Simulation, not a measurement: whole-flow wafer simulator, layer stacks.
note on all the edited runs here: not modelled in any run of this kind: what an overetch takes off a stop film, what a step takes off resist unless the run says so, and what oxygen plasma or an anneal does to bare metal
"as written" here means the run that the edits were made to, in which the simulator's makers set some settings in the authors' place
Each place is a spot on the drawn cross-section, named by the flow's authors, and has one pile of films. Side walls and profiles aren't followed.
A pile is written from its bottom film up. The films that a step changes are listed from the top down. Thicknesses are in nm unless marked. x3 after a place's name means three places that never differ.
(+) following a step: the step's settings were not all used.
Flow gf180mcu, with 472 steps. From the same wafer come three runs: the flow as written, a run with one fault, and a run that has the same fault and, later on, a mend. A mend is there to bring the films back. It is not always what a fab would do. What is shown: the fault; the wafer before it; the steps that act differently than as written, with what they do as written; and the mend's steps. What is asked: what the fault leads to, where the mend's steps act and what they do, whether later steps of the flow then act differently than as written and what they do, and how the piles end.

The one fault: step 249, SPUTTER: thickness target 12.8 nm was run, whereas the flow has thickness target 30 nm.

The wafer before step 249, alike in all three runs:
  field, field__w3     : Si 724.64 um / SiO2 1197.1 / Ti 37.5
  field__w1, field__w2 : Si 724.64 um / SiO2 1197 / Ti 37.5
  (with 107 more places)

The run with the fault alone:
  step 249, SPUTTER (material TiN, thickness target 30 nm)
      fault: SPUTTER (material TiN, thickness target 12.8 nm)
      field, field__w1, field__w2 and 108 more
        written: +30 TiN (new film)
        fault: +12.8 TiN (new film)
  Later steps of the flow acting differently than as written:
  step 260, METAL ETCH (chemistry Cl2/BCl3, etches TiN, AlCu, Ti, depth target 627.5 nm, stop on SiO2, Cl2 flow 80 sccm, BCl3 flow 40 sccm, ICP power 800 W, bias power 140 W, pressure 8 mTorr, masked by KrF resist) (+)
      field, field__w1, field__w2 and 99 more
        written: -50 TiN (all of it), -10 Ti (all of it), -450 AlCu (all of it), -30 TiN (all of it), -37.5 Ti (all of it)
        fault: -50 TiN (all of it), -10 Ti (all of it), -450 AlCu (all of it), -12.8 TiN (all of it), -37.5 Ti (all of it)
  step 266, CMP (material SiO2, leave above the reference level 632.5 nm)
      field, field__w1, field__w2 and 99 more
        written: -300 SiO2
        fault: -317.2 SiO2
  At field__w8, contact, m1 and 6 more, the piles at the end differ from the flow's by more than 2% or 0.5 nm, whichever is larger.
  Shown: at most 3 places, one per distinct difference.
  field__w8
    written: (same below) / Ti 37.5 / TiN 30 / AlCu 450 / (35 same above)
    fault: (same below) / Ti 37.5 / TiN 12.8 / AlCu 450 / (35 same above)
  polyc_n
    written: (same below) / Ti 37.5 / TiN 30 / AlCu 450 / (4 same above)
    fault: (same below) / Ti 37.5 / TiN 12.8 / AlCu 450 / (4 same above)
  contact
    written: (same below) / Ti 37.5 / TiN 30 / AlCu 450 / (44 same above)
    fault: (same below) / Ti 37.5 / TiN 12.8 / AlCu 450 / (44 same above)

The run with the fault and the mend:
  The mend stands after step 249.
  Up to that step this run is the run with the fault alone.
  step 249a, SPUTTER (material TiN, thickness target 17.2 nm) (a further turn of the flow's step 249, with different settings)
      field, field__w1, field__w2 and 108 more
        +17.2 TiN
  None of the later steps of the flow acts differently than as written at any place that is followed.
  At every place that both follow, the piles at the end match the flow's.
